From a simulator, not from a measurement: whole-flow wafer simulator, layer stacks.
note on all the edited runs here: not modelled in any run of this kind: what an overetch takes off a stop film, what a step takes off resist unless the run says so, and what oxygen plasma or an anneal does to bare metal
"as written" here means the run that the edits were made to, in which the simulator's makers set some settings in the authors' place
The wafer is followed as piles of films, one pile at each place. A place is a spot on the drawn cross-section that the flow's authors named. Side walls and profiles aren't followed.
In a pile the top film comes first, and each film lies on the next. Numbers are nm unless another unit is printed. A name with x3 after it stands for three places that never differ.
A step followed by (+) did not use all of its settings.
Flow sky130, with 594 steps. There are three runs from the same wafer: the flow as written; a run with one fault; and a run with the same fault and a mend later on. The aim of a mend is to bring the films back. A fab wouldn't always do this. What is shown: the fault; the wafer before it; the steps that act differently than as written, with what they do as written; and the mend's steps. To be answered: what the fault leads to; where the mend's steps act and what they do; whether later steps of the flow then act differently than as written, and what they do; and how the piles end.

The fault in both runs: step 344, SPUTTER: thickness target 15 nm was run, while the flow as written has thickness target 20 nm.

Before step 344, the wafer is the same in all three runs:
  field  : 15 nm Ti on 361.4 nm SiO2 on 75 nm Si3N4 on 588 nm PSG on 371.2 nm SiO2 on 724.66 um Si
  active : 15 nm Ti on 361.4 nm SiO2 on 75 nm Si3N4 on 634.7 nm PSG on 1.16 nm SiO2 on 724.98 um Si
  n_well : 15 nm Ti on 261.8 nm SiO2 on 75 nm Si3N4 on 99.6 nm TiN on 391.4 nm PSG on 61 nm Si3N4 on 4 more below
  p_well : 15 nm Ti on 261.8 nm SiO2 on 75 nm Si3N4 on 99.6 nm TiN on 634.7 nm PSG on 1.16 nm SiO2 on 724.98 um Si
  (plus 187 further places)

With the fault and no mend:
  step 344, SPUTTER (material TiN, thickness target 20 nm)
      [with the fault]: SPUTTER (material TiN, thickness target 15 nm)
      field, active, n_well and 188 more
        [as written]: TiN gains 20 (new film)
        [with the fault]: TiN gains 15 (new film)
  Steps later in the flow that act otherwise than as written (1 more step, not shown, differs only slightly: by at most 2% or 0.5 nm, whichever is larger):
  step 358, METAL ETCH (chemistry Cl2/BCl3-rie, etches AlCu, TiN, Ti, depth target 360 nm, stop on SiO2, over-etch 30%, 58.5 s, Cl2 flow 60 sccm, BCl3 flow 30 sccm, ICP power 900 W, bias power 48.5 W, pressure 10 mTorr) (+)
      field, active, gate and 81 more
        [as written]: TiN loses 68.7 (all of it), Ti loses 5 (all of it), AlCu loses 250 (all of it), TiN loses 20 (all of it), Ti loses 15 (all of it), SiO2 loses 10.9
        [with the fault]: TiN loses 68.7 (all of it), Ti loses 5 (all of it), AlCu loses 250 (all of it), TiN loses 15 (all of it), Ti loses 15 (all of it), SiO2 loses 11.4
  At n_well, p_well, gate_hv and 104 more, the piles at the end differ from the flow's by more than 2% or 0.5 nm, whichever is larger.
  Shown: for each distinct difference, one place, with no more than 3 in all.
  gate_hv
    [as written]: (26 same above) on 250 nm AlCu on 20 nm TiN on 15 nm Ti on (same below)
    [with the fault]: (26 same above) on 250 nm AlCu on 15 nm TiN on 15 nm Ti on (same below)
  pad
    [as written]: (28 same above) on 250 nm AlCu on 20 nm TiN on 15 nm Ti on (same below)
    [with the fault]: (28 same above) on 250 nm AlCu on 15 nm TiN on 15 nm Ti on (same below)
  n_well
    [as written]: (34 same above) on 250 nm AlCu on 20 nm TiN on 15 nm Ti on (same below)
    [with the fault]: (34 same above) on 250 nm AlCu on 15 nm TiN on 15 nm Ti on (same below)

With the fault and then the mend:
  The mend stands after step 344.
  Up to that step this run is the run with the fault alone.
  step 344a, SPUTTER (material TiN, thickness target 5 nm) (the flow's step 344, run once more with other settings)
      field, active, n_well and 188 more
        TiN gains 5
  None of the later steps of the flow acts differently than as written at any place that is followed.
  By the end, the piles equal the flow's at every place that both follow.
